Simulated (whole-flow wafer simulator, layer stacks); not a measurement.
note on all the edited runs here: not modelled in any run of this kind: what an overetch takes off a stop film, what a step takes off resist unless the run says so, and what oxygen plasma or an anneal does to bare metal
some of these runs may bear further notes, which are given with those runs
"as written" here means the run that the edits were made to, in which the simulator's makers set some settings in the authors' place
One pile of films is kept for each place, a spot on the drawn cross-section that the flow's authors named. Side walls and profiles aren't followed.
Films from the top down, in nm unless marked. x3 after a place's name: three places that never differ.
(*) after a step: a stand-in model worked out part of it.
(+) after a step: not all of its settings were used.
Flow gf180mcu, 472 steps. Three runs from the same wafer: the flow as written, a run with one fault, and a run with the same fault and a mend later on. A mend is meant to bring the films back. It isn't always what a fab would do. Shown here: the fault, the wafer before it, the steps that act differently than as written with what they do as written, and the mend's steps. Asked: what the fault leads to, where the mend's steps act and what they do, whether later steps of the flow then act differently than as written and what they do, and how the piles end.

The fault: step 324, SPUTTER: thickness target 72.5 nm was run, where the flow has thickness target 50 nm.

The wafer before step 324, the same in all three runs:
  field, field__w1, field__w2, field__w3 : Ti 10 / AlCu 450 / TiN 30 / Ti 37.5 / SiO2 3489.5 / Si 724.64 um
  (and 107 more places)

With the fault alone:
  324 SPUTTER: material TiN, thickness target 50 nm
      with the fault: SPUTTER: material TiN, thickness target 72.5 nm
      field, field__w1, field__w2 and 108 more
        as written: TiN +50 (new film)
        with the fault: TiN +72.5 (new film)
  Later steps of the flow that act differently than as written (3 more steps differ only slightly, by at most 2% or 0.5 nm, whichever is larger, and aren't shown):
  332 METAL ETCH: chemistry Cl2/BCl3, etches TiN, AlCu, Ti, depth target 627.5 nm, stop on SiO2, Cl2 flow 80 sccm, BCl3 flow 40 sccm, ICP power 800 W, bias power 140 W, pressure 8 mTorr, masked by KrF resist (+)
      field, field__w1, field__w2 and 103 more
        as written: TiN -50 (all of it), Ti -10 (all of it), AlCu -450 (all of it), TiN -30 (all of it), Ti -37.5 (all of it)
        with the fault: TiN -72.5 (all of it), Ti -10 (all of it), AlCu -450 (all of it), TiN -30 (all of it), Ti -37.5 (all of it)
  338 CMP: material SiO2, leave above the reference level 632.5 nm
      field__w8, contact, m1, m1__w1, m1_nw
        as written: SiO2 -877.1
        with the fault: SiO2 -899.6
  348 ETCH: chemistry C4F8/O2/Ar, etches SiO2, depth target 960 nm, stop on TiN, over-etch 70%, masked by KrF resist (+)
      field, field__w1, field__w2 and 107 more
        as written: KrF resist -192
        with the fault: KrF resist -187
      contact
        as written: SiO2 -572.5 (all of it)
        with the fault: SiO2 -550 (all of it)
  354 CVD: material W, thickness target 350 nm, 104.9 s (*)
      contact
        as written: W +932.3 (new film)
        with the fault: W +909.6 (new film)
  At the end the piles differ from the flow's by more than 2% or 0.5 nm, whichever is larger, at field__w8, contact, m1, m1__w1, m1_nw.
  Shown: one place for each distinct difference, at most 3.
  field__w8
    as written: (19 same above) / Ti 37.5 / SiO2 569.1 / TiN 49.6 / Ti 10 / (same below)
    with the fault: (19 same above) / Ti 37.5 / SiO2 546.6 / TiN 72.1 / Ti 10 / (same below)
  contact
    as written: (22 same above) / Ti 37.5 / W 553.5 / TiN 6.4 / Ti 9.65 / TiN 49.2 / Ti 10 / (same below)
    with the fault: (22 same above) / Ti 37.5 / W 530.8 / TiN 6.49 / Ti 9.78 / TiN 71.7 / Ti 10 / (same below)

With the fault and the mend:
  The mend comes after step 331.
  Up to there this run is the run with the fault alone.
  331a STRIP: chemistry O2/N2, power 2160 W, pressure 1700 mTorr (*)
      field__w8, contact, m1, m1__w1, m1_nw
        KrF resist -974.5 (all of it)
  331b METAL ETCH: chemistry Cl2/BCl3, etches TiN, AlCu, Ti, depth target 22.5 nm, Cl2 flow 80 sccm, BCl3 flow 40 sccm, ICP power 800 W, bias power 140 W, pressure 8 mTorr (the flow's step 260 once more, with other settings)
      field, field__w1, field__w2 and 108 more
        TiN -22.5
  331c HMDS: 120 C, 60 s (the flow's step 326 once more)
      changes no film at any place that is followed
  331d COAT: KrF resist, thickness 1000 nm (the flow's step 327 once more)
      field, field__w1, field__w2 and 108 more
        KrF resist +1000 (new film)
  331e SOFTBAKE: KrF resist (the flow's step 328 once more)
      changes no film at any place that is followed
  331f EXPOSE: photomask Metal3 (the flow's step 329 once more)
      changes no film at any place that is followed
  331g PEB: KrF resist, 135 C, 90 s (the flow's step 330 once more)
      field, field__w1, field__w2 and 108 more
        KrF resist -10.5
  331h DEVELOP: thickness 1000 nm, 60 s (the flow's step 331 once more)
      field, field__w1, field__w2 and 103 more
        KrF resist -989.5 (all of it)
      field__w8, contact, m1, m1__w1, m1_nw
        KrF resist -14.9
  No later step of the flow acts differently than as written at any place that is followed.
  At the end the piles are the same as the flow's at every place that both follow.
